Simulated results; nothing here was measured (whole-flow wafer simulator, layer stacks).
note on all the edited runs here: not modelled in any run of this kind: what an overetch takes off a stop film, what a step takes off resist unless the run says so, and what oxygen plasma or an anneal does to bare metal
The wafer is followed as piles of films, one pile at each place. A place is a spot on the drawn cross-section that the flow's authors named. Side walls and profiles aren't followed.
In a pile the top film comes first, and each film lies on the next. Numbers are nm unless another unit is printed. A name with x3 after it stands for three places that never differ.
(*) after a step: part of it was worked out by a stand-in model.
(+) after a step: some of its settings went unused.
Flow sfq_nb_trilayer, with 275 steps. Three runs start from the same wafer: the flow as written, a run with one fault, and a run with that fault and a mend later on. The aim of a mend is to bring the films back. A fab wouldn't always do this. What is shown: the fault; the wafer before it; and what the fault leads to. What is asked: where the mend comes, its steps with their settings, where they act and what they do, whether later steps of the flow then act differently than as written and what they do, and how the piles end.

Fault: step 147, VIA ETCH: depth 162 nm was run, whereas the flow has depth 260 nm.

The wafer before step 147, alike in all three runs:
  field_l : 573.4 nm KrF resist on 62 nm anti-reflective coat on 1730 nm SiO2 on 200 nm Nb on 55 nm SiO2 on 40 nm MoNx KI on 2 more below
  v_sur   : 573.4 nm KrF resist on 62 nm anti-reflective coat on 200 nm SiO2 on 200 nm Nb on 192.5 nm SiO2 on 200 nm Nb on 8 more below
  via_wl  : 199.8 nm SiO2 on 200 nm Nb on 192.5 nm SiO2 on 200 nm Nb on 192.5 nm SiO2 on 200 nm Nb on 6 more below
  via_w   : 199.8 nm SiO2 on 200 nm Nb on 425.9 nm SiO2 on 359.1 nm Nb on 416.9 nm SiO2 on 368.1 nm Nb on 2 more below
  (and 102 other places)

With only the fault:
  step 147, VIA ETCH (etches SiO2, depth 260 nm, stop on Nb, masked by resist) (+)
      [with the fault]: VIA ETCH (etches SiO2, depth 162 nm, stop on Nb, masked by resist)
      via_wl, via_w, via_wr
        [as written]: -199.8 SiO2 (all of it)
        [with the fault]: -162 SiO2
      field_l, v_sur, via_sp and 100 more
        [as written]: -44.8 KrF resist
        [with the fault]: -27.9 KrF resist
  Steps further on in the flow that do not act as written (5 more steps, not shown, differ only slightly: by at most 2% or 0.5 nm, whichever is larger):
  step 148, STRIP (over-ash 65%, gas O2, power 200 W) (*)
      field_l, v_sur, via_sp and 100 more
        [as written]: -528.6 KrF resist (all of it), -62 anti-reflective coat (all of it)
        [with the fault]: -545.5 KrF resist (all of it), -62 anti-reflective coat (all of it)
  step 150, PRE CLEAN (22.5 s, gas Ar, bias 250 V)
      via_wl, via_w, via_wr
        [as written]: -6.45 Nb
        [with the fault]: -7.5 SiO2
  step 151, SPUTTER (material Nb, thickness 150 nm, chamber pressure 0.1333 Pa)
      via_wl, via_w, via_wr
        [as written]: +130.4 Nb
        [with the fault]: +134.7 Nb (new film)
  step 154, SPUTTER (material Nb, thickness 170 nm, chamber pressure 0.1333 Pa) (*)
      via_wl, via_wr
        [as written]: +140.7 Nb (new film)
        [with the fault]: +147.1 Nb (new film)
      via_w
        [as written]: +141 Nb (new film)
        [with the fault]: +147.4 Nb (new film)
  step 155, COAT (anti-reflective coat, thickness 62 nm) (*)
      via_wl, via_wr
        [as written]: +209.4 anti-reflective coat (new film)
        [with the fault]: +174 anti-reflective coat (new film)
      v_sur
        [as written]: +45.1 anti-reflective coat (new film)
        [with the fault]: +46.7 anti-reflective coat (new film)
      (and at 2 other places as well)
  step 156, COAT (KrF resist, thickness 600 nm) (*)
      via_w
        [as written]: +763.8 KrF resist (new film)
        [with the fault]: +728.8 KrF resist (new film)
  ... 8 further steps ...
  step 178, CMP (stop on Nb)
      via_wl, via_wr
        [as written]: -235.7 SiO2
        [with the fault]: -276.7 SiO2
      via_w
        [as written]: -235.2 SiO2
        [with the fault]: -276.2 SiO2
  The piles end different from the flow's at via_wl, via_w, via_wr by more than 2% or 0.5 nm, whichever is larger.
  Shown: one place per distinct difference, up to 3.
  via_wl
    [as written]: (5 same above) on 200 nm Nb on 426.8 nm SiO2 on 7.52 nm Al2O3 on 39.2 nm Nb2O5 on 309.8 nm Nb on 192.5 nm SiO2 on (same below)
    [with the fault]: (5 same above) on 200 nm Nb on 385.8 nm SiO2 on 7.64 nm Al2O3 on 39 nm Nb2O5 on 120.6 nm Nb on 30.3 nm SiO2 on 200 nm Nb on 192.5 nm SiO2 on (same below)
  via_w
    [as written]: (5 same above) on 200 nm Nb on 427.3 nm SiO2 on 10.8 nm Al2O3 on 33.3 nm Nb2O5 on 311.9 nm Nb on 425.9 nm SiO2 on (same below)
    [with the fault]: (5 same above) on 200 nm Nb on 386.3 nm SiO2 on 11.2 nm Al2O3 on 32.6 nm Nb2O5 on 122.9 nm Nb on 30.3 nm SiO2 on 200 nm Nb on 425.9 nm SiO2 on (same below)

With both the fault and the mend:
  The mend stands after step 147.
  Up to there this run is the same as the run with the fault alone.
  step 147a, VIA ETCH (etches SiO2, depth 98 nm, stop on Nb, masked by resist) (+) (a further turn of the flow's step 147, with different settings)
      field_l, v_sur, via_sp and 100 more
        -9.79 KrF resist
      via_wl, via_w, via_wr
        -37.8 SiO2 (all of it)
  Later steps of the flow that are run all act as written at every place that is followed, up to a difference of at most 2% or 0.5 nm, whichever is larger.
  The piles end the same as the flow's at every place that both follow.
